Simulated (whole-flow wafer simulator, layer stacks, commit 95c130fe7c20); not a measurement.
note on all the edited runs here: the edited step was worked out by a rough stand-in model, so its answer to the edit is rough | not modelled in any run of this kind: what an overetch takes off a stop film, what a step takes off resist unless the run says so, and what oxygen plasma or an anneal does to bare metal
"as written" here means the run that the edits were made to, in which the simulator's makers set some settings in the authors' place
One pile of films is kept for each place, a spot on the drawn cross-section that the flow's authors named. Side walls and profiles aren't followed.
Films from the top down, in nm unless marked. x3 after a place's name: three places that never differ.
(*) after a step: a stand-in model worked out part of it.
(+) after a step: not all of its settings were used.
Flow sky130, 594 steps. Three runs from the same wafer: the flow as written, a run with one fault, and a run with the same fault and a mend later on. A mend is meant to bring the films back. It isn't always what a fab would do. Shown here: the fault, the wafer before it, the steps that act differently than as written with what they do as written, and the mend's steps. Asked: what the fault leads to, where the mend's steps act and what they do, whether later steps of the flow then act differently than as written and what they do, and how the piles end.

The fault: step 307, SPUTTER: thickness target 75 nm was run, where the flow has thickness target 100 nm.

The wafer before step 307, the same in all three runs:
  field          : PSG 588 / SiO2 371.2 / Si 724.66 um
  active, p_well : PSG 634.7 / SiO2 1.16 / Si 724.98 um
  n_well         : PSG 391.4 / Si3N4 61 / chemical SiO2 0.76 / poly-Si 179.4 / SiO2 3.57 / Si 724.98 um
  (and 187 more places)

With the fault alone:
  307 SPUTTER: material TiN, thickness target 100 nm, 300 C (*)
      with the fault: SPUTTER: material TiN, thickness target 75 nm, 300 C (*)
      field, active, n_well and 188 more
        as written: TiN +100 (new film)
        with the fault: TiN +75 (new film)
  Later steps of the flow that act differently than as written (1 more step differs only slightly, by at most 2% or 0.5 nm, whichever is larger, and isn't shown):
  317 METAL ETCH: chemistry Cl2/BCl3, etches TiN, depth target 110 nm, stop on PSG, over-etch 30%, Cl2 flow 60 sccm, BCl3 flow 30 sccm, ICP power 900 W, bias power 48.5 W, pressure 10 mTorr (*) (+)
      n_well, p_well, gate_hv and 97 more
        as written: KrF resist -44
        with the fault: KrF resist -38.3
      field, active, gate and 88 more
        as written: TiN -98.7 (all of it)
        with the fault: TiN -73.7 (all of it)
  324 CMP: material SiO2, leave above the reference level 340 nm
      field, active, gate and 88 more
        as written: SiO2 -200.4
        with the fault: SiO2 -225.4
  At the end the piles differ from the flow's by more than 2% or 0.5 nm, whichever is larger, at n_well, p_well, gate_hv and 110 more.
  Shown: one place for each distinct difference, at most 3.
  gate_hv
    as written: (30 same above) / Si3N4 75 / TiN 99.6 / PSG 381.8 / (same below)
    with the fault: (30 same above) / Si3N4 75 / TiN 74.6 / PSG 381.8 / (same below)
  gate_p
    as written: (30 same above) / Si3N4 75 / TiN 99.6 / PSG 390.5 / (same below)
    with the fault: (30 same above) / Si3N4 75 / TiN 74.6 / PSG 390.5 / (same below)
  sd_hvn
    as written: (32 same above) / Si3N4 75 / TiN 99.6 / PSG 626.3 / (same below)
    with the fault: (32 same above) / Si3N4 75 / TiN 74.6 / PSG 626.3 / (same below)

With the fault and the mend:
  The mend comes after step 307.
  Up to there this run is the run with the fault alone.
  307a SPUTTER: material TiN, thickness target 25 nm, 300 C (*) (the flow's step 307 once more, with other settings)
      field, active, n_well and 188 more
        TiN +25
  No later step of the flow acts differently than as written, at any place that is followed, by more than 2% or 0.5 nm, whichever is larger.
  At the end the piles are the same as the flow's at every place that both follow.
